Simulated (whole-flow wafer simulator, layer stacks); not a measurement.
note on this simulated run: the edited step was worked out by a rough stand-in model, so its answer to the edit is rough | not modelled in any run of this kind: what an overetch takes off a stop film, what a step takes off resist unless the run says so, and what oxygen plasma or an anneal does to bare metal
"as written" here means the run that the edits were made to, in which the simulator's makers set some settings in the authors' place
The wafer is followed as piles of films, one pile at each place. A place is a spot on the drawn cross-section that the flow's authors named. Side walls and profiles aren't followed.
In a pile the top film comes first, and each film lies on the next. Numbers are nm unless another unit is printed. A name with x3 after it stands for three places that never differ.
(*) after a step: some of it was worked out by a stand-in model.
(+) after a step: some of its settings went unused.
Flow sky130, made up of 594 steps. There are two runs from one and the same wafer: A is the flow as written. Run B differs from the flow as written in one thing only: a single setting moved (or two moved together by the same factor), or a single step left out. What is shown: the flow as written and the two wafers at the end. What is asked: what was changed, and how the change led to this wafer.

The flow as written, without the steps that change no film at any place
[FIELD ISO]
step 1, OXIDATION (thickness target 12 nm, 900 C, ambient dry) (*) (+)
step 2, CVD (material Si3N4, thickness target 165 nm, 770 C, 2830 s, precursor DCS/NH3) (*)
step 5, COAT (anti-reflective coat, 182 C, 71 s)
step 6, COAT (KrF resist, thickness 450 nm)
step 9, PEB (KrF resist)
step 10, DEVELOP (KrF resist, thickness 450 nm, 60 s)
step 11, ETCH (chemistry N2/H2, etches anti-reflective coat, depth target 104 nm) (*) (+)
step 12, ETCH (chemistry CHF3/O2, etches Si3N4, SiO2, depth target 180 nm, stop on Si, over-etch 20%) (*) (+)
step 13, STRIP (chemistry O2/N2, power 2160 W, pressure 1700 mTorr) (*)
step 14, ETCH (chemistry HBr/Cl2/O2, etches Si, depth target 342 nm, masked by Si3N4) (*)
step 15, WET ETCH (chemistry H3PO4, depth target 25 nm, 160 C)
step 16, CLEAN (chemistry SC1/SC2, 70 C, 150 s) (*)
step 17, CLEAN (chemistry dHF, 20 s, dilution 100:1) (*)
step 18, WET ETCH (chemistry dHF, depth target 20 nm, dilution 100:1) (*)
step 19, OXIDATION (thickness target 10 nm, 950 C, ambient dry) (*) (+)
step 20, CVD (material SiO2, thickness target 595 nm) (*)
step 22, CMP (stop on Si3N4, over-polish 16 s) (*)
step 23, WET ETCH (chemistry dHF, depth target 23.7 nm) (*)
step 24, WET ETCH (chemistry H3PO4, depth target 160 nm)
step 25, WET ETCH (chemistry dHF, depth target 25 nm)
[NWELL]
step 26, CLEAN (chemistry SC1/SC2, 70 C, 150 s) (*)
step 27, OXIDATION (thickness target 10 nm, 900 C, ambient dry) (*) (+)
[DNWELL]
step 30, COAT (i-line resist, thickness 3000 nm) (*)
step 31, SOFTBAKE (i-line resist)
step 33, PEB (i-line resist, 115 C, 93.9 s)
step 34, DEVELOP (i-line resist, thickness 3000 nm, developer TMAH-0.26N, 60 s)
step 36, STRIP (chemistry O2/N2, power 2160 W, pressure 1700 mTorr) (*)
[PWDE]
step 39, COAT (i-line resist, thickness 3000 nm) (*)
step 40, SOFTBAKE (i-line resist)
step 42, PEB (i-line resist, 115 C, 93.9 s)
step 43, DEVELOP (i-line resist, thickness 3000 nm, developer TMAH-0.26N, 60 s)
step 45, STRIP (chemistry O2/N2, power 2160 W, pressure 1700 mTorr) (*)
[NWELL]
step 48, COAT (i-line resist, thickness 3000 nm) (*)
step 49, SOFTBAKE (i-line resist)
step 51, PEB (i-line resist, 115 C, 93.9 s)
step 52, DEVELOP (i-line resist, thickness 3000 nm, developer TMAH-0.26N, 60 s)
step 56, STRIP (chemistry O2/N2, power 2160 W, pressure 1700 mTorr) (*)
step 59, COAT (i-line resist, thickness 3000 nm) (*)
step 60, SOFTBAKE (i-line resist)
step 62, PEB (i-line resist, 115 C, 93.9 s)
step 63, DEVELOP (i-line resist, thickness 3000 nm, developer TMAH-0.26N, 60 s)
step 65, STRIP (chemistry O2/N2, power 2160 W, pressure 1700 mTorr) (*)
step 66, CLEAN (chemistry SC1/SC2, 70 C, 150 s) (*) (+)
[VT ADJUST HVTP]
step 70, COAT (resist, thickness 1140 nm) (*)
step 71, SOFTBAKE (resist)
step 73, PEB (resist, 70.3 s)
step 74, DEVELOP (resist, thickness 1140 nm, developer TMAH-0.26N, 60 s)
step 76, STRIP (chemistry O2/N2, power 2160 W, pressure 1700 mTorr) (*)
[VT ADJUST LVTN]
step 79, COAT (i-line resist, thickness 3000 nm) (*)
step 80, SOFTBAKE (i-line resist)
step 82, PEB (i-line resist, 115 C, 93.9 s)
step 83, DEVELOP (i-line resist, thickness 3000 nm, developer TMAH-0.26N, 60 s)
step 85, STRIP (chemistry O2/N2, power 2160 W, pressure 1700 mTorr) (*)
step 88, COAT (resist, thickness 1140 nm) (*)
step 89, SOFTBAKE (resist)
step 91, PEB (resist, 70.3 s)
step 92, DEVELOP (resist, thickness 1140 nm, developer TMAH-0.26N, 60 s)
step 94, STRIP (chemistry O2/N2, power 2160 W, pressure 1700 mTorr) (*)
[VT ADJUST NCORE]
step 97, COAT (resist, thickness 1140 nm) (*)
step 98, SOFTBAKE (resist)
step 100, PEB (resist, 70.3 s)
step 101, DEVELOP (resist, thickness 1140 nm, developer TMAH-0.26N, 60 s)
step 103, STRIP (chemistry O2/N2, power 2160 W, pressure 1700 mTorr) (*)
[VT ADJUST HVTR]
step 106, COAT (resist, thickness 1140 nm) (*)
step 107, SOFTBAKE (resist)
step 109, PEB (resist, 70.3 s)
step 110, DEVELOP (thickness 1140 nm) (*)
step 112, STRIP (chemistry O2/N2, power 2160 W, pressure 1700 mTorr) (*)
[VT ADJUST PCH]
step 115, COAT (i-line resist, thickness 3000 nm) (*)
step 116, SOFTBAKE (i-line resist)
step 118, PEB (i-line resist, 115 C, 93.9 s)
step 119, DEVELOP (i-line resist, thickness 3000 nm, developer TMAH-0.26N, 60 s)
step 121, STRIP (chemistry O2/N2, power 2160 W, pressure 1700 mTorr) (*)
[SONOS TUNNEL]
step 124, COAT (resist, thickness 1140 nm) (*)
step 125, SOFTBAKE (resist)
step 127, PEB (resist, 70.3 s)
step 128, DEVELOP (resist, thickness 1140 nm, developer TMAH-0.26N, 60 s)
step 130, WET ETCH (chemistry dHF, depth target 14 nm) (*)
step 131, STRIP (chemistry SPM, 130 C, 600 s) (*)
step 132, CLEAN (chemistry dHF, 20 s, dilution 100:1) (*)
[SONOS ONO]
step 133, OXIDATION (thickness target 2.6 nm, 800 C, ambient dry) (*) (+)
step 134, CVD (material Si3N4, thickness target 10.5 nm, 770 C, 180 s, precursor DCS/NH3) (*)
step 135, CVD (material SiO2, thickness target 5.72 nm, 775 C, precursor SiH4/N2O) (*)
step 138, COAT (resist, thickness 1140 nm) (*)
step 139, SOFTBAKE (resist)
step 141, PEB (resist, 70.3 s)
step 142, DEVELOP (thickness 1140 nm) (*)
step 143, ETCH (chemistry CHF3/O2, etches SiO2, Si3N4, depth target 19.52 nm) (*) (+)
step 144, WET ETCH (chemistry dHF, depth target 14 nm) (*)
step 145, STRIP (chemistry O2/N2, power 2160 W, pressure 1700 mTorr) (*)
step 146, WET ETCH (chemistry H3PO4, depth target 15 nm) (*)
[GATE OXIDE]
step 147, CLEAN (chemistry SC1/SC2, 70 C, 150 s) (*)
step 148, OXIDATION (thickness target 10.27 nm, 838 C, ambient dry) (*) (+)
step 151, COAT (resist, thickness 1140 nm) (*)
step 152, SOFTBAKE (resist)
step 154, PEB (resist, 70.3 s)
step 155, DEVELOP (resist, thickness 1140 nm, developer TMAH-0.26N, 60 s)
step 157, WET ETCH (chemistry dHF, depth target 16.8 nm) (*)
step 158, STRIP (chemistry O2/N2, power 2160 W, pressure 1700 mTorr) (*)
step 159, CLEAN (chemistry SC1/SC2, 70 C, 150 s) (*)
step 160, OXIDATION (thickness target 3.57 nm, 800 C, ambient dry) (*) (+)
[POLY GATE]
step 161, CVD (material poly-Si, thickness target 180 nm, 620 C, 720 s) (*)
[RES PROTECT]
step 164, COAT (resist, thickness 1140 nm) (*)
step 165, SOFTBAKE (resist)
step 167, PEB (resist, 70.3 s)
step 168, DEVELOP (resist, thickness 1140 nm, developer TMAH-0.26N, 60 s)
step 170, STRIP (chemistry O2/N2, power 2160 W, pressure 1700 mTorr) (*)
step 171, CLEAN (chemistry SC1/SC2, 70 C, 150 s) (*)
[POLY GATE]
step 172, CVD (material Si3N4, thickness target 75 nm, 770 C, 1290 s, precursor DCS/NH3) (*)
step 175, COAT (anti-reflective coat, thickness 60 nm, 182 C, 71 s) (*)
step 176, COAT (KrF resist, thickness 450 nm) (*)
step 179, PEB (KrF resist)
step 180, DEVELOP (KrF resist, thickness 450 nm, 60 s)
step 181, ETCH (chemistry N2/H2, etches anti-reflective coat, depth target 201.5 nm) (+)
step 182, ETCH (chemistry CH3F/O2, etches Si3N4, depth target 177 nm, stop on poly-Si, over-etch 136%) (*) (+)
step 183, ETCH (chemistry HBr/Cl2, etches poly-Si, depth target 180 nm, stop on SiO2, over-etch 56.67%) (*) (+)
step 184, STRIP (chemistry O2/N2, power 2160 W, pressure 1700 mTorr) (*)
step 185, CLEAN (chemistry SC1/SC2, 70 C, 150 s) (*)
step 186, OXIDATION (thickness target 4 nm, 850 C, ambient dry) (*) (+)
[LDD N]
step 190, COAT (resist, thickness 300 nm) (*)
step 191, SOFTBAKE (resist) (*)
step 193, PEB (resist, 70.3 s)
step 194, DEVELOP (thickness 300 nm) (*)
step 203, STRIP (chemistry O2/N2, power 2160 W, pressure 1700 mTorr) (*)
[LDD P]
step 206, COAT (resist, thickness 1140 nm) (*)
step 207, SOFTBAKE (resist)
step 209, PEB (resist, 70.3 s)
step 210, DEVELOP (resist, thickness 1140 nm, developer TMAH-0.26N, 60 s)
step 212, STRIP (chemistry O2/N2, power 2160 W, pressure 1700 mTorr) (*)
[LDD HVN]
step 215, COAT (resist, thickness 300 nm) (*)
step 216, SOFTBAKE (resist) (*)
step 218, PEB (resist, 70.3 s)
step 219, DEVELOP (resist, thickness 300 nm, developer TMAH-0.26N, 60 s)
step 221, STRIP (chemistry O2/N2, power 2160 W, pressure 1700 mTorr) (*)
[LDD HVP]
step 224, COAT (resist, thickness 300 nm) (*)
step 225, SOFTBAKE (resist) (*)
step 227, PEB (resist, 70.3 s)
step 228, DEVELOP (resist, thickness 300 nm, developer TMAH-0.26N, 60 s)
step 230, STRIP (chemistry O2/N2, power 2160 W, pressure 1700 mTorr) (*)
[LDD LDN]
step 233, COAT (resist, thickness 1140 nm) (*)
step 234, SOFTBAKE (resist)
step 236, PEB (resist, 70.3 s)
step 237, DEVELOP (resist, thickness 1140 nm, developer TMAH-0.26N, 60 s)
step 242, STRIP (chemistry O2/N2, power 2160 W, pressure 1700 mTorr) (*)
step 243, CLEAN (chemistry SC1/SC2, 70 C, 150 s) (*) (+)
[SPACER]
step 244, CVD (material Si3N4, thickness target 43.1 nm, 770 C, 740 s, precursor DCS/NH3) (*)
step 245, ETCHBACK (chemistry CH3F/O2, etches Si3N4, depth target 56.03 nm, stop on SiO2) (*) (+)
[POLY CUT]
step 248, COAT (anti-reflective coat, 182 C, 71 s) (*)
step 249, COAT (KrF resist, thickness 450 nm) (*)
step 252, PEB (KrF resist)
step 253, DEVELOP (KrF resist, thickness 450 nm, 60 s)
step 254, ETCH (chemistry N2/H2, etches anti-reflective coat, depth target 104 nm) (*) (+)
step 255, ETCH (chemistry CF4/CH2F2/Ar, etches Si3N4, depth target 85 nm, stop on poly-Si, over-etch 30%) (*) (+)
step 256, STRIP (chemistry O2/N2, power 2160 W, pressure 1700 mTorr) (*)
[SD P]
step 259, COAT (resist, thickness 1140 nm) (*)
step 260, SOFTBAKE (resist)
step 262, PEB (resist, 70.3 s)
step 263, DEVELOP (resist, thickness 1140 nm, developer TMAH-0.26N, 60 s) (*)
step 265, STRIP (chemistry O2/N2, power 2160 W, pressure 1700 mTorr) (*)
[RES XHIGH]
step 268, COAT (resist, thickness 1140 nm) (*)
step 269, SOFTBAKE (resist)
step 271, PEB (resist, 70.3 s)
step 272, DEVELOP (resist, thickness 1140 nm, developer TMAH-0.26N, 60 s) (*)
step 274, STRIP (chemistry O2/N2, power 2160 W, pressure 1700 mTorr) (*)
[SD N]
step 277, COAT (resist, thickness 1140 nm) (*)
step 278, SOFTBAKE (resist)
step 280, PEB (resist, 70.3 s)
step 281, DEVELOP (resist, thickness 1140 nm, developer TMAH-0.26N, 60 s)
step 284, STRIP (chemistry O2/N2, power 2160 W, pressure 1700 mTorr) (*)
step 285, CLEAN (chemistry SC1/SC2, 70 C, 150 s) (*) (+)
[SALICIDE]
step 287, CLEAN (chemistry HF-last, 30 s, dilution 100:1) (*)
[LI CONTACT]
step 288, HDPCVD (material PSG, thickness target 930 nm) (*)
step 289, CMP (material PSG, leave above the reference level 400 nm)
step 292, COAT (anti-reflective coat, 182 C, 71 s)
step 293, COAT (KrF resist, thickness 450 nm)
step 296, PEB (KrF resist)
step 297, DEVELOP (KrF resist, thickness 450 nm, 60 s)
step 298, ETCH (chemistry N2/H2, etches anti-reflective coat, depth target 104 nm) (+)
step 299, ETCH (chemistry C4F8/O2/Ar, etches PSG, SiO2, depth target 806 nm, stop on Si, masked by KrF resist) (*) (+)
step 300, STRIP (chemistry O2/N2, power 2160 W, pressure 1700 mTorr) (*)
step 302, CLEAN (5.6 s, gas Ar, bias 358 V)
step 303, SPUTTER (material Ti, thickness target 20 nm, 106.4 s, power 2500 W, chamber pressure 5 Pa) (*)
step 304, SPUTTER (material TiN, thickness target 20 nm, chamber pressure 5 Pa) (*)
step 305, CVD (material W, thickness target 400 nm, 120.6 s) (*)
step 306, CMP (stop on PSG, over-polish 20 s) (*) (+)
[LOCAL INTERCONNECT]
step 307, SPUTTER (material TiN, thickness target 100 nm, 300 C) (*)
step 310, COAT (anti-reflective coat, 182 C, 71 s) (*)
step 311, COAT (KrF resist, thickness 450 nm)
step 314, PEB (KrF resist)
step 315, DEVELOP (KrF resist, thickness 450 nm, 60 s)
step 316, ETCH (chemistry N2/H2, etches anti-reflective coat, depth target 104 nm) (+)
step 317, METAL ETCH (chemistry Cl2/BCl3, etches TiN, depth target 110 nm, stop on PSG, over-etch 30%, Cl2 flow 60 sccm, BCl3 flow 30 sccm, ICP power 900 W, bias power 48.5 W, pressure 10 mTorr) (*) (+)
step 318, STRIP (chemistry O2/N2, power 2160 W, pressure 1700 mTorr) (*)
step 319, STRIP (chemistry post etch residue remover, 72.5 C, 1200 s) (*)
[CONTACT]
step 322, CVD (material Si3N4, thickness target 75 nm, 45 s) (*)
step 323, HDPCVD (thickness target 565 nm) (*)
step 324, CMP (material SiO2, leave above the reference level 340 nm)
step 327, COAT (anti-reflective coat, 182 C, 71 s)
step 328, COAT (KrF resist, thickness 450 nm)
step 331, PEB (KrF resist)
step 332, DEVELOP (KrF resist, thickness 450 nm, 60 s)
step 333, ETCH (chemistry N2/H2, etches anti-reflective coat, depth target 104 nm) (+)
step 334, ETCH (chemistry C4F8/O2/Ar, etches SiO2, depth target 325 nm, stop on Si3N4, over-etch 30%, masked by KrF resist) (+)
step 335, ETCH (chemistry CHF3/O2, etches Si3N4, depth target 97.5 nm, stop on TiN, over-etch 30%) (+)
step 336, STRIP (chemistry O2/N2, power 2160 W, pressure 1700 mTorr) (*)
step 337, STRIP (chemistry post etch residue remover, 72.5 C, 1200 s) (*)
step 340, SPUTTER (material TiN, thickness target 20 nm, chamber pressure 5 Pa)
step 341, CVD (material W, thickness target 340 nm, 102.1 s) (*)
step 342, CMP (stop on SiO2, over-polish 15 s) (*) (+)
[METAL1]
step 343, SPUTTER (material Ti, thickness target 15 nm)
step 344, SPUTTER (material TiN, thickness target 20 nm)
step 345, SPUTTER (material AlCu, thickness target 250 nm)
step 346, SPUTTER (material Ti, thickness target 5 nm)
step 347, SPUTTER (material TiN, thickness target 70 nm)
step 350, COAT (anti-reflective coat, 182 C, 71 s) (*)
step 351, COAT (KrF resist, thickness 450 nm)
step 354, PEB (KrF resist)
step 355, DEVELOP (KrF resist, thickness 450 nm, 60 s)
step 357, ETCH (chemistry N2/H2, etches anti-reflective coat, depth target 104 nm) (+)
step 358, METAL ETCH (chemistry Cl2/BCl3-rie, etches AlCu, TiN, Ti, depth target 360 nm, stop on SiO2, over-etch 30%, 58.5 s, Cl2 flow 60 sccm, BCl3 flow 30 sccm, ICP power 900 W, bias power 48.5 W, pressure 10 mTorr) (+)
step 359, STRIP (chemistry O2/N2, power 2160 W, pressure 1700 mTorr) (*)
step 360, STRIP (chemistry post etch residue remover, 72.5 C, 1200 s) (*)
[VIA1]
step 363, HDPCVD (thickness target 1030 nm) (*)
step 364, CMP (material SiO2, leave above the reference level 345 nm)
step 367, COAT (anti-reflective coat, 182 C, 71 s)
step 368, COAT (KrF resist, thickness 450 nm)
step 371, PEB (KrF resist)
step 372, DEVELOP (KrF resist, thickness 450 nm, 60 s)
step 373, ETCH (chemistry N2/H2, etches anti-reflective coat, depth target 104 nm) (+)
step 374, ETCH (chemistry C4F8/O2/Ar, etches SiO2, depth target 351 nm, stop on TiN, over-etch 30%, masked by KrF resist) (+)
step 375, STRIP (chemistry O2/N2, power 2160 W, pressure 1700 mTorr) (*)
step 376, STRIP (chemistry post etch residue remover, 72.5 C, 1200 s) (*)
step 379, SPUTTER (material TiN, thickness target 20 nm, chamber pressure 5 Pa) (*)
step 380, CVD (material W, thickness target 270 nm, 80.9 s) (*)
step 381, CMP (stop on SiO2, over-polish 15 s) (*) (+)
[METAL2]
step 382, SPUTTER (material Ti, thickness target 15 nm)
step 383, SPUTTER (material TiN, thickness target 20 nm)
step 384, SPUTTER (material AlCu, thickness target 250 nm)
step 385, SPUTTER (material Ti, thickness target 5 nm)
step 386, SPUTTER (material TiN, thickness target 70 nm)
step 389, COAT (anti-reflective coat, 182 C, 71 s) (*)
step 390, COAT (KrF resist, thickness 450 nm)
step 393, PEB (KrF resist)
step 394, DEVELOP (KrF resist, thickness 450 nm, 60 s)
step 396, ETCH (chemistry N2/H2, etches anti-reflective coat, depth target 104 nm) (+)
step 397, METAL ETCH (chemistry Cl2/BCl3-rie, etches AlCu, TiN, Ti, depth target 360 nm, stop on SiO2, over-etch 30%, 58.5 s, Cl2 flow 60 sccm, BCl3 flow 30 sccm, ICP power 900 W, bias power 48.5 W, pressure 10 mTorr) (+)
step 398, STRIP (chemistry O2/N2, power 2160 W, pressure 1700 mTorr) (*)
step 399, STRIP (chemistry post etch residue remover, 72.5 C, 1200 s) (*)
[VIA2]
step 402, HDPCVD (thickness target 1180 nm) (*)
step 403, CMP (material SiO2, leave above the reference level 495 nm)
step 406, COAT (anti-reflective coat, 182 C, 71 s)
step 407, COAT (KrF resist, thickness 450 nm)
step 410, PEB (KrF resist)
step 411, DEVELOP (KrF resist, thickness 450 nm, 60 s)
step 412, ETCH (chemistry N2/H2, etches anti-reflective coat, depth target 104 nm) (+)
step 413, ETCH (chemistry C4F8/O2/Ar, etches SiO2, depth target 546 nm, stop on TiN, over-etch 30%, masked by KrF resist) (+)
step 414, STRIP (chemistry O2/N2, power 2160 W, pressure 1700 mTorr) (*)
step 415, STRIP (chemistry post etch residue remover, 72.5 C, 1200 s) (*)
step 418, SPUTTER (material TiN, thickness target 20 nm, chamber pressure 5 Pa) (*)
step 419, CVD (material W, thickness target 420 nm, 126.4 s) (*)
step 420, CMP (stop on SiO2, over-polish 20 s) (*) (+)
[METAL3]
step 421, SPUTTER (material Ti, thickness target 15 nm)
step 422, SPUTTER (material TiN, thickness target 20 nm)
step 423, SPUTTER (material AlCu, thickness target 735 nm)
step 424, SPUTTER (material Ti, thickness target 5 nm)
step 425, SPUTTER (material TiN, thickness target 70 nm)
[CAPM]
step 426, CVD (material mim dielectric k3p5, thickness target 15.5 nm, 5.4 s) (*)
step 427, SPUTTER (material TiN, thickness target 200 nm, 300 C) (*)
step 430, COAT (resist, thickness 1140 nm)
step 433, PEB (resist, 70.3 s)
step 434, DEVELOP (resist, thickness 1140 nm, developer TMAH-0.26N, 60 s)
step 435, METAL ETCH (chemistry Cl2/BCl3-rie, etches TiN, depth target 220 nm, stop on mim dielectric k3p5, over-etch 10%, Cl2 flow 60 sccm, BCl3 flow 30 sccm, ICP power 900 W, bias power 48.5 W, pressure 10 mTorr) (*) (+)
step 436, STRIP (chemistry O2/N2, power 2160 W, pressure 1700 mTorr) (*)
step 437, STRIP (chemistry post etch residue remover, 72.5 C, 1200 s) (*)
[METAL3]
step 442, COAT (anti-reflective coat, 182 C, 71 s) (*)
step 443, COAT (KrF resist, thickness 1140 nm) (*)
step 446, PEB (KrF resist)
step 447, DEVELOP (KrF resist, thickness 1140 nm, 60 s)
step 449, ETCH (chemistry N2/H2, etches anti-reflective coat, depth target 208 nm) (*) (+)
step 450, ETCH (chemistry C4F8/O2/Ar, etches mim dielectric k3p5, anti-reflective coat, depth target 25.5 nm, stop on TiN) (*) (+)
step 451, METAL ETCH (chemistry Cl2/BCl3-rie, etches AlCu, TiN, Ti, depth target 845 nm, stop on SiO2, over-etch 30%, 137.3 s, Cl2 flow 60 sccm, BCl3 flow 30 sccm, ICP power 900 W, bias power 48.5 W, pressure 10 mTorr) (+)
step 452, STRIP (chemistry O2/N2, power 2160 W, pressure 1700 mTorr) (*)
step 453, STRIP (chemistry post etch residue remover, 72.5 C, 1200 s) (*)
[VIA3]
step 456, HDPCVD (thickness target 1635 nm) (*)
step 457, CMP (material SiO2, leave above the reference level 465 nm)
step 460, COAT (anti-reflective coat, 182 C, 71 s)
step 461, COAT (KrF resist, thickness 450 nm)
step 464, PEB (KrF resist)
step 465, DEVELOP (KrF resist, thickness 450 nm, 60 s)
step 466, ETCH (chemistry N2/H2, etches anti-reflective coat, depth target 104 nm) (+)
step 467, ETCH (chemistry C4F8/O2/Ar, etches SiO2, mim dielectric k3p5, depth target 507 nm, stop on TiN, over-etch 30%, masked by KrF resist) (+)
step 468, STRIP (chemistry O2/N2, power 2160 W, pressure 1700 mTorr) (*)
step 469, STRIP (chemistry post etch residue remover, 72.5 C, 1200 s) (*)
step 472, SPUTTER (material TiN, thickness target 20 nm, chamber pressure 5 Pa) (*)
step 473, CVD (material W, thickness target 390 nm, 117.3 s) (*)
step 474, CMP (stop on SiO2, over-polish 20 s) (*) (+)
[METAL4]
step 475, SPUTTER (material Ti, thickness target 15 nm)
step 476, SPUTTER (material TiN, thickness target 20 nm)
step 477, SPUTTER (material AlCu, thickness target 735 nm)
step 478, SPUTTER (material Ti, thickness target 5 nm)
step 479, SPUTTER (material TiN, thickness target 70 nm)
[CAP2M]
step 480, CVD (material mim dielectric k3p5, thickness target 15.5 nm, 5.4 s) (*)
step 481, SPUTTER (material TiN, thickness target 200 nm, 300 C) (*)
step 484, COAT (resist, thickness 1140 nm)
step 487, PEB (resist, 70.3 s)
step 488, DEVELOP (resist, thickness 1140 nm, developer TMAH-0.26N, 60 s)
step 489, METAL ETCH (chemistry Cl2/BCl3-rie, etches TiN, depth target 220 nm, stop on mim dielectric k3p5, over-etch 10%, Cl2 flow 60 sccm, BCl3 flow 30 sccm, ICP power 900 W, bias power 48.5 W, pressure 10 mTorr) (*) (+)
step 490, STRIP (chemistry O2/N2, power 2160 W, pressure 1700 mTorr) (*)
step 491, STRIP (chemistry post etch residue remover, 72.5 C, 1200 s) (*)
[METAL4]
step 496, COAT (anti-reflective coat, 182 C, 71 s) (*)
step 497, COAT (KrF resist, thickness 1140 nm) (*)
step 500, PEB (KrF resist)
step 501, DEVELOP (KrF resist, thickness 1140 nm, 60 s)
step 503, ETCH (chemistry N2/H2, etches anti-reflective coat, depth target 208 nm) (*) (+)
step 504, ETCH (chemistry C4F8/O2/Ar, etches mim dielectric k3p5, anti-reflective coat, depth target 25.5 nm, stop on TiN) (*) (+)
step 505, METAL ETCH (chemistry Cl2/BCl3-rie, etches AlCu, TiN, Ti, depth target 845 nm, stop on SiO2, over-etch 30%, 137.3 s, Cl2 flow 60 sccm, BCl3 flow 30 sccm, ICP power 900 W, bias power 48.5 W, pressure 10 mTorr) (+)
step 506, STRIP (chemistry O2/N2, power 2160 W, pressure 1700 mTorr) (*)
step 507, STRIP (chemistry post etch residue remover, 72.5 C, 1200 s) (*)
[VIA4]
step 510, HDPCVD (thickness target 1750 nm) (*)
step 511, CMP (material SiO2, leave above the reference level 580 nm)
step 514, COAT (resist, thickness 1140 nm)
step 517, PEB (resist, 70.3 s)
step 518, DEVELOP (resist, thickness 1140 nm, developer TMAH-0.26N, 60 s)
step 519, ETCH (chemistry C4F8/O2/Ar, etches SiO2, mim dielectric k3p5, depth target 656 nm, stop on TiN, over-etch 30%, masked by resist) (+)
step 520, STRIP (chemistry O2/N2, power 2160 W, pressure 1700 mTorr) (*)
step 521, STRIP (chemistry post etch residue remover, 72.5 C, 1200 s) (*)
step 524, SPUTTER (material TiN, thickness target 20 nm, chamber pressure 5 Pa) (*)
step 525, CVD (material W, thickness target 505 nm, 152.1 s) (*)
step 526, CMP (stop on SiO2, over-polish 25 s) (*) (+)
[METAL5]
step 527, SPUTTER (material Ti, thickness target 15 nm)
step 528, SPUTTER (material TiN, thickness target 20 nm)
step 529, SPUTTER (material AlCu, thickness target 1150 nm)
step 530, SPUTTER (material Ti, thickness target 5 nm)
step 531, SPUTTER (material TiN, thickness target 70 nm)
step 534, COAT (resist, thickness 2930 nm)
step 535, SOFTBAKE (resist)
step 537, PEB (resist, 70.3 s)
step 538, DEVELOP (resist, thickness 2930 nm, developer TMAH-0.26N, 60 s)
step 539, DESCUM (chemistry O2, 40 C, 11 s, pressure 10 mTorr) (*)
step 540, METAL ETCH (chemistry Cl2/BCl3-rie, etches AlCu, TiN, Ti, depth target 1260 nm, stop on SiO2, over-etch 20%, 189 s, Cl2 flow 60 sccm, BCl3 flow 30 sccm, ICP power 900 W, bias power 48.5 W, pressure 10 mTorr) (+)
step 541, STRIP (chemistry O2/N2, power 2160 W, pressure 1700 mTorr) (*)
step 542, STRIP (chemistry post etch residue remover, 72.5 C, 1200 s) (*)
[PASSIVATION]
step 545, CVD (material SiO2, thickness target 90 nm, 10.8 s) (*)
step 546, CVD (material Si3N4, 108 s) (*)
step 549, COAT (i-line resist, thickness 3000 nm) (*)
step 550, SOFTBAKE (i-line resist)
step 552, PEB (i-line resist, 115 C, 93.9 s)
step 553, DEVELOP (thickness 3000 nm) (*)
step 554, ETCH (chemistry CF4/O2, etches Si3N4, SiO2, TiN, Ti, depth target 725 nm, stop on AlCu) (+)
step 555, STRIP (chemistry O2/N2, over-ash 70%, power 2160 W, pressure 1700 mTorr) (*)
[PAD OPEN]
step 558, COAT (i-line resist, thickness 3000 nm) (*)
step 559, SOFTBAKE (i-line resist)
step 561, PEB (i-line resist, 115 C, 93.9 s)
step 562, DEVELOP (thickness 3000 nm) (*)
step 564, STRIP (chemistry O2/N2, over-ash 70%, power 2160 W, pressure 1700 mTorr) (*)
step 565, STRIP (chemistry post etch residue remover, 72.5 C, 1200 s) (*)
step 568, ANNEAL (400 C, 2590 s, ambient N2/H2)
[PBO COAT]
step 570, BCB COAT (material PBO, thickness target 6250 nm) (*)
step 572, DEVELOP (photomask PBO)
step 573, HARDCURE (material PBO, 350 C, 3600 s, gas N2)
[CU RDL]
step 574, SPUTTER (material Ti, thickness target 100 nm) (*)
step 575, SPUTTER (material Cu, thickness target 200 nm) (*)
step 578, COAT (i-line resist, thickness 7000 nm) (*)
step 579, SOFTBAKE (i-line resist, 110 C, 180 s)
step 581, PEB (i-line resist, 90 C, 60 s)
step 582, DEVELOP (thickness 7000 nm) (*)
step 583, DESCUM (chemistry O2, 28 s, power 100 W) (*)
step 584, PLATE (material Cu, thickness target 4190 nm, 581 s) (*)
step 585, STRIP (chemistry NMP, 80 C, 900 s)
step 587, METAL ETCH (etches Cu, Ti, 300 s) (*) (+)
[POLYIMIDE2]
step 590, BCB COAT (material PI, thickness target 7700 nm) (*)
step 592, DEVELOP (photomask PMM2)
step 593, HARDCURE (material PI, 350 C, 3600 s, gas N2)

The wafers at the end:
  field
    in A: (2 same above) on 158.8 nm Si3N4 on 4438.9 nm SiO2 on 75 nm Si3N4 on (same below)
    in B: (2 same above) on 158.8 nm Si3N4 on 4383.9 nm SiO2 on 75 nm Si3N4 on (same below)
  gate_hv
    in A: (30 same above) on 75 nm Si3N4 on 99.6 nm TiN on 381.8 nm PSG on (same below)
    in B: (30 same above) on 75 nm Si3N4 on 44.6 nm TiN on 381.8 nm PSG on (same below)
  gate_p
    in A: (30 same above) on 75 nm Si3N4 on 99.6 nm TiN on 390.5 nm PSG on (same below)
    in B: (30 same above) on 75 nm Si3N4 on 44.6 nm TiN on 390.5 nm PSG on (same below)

Cause: step 307, SPUTTER: thickness target 45 nm was run, whereas the flow has thickness target 100 nm.

The path from the change to this, step by step:
  step 307, SPUTTER (material TiN, thickness target 100 nm, 300 C) (*)
      field, active, n_well and 188 more: A +100 TiN (new film) | B +45 TiN (new film)
  step 317, METAL ETCH (chemistry Cl2/BCl3, etches TiN, depth target 110 nm, stop on PSG, over-etch 30%, Cl2 flow 60 sccm, BCl3 flow 30 sccm, ICP power 900 W, bias power 48.5 W, pressure 10 mTorr) (*) (+)
      n_well, p_well, gate_hv and 97 more: A -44 KrF resist | B -22.7 KrF resist
      field, active, gate and 88 more: A -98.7 TiN (all of it) | B -43.7 TiN (all of it)
  step 318, STRIP (chemistry O2/N2, power 2160 W, pressure 1700 mTorr) (*)
      n_well, p_well, gate_hv and 93 more: A -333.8 KrF resist (all of it), -80 anti-reflective coat (all of it) | B -355.1 KrF resist (all of it), -80 anti-reflective coat (all of it)
      poly_licon, ndiff_licon, ndiff_licon_cpp, rpo_hd_licon: A -333.9 KrF resist (all of it), -80.5 anti-reflective coat (all of it) | B -355.2 KrF resist (all of it), -80.5 anti-reflective coat (all of it)
  step 324, CMP (material SiO2, leave above the reference level 340 nm)
      field, active, gate and 88 more: A -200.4 SiO2 | B -255.4 SiO2
